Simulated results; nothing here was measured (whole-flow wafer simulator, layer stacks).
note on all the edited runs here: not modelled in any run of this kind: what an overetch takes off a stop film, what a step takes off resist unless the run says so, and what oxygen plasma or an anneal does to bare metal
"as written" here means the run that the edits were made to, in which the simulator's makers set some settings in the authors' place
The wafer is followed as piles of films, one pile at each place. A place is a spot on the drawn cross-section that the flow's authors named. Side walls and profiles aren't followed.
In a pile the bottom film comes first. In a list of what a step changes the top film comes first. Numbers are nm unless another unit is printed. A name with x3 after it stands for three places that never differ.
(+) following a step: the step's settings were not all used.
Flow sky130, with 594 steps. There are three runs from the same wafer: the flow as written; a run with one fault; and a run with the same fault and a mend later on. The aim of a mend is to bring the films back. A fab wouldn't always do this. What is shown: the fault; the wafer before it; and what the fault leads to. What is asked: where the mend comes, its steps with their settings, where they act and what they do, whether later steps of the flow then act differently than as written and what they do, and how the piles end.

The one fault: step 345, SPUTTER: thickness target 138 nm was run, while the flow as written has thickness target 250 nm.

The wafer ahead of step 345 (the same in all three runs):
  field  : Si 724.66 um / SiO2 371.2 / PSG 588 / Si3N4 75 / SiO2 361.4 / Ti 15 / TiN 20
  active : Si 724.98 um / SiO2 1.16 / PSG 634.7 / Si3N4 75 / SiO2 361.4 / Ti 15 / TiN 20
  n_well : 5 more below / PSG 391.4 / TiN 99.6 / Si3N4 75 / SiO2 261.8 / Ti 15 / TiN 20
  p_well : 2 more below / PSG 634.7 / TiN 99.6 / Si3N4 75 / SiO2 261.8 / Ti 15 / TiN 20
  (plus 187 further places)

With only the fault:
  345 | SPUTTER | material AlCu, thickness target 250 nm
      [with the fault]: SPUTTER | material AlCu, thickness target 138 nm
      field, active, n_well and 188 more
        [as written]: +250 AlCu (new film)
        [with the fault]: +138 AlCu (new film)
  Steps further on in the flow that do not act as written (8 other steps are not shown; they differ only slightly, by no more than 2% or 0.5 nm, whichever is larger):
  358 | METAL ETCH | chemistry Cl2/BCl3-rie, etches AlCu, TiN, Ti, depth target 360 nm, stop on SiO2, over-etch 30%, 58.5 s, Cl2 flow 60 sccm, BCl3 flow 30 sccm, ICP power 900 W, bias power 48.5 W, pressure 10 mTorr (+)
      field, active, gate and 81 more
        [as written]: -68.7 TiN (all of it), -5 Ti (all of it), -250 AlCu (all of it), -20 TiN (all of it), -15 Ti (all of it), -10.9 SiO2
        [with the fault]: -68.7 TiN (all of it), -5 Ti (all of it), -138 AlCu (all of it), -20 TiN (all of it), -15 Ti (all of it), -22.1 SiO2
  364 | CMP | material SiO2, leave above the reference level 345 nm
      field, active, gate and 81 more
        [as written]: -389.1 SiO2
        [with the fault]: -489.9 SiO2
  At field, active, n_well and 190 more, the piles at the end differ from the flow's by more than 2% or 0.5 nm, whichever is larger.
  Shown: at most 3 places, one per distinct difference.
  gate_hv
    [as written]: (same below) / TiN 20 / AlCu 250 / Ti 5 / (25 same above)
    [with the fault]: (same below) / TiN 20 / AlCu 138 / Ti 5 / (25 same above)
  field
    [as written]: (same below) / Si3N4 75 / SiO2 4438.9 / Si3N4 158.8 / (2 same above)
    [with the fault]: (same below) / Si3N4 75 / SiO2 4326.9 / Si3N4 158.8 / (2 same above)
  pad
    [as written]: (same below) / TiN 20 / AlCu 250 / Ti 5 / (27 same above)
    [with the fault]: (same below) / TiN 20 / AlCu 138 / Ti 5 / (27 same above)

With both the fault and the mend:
  The mend follows step 345.
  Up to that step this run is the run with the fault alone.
  345a | SPUTTER | material AlCu, thickness target 112 nm (the flow's step 345, run once more with other settings)
      field, active, n_well and 188 more
        +112 AlCu
  Every later step of the flow that is run acts as written at every place that is followed.
  The piles end the same as the flow's at every place that both follow.
